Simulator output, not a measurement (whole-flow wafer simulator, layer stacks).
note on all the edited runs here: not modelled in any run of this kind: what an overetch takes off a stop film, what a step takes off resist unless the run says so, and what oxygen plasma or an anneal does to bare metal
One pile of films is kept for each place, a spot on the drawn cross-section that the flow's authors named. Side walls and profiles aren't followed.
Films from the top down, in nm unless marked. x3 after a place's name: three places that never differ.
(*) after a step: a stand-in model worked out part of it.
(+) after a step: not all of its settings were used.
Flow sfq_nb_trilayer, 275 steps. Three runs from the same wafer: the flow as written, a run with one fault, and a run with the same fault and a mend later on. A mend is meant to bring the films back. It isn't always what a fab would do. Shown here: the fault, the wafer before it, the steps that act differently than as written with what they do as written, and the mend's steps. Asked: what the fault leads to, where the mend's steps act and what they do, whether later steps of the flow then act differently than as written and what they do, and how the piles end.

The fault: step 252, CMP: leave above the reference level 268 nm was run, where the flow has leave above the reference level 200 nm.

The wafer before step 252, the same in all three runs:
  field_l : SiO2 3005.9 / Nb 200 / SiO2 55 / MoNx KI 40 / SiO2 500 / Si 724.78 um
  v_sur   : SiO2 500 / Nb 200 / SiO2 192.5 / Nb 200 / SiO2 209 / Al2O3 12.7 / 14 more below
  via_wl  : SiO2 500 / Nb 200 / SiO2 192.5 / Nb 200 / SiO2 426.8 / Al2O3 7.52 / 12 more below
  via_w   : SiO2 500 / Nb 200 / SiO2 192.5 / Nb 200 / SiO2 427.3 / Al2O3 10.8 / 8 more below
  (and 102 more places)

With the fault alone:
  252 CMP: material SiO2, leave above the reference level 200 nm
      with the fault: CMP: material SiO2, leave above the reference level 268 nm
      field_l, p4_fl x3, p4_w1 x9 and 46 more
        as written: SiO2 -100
        with the fault: SiO2 -32
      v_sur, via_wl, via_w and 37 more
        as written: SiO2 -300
        with the fault: SiO2 -232
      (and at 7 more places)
  Later steps of the flow that act differently than as written (4 more steps differ only slightly, by at most 2% or 0.5 nm, whichever is larger, and aren't shown):
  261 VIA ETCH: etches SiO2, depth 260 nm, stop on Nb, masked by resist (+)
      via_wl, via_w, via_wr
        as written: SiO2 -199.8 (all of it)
        with the fault: SiO2 -260
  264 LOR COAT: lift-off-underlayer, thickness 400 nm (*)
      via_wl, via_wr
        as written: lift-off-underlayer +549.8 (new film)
        with the fault: lift-off-underlayer +594.8 (new film)
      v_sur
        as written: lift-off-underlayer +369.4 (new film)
        with the fault: lift-off-underlayer +360.2 (new film)
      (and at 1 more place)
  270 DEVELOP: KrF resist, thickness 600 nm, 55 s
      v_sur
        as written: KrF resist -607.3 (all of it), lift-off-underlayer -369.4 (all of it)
        with the fault: KrF resist -609.9 (all of it), lift-off-underlayer -360.2 (all of it)
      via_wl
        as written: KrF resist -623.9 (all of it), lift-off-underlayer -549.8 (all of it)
        with the fault: KrF resist -631.4 (all of it), lift-off-underlayer -594.8 (all of it)
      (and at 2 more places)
  At the end the piles differ from the flow's by more than 2% or 0.5 nm, whichever is larger, at field_l, v_sur, via_wl and 103 more.
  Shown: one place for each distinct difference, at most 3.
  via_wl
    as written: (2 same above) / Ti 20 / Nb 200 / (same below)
    with the fault: (2 same above) / Ti 20 / SiO2 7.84 / Nb 200 / (same below)
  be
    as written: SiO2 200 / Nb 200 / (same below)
    with the fault: SiO2 268 / Nb 200 / (same below)
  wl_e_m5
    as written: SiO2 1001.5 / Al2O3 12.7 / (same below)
    with the fault: SiO2 1069.5 / Al2O3 12.7 / (same below)

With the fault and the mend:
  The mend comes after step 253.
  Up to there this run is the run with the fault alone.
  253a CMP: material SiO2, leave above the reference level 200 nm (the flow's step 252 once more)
      field_l, v_sur, via_wl and 103 more
        SiO2 -68
  No later step of the flow acts differently than as written at any place that is followed.
  At the end the piles are the same as the flow's at every place that both follow.
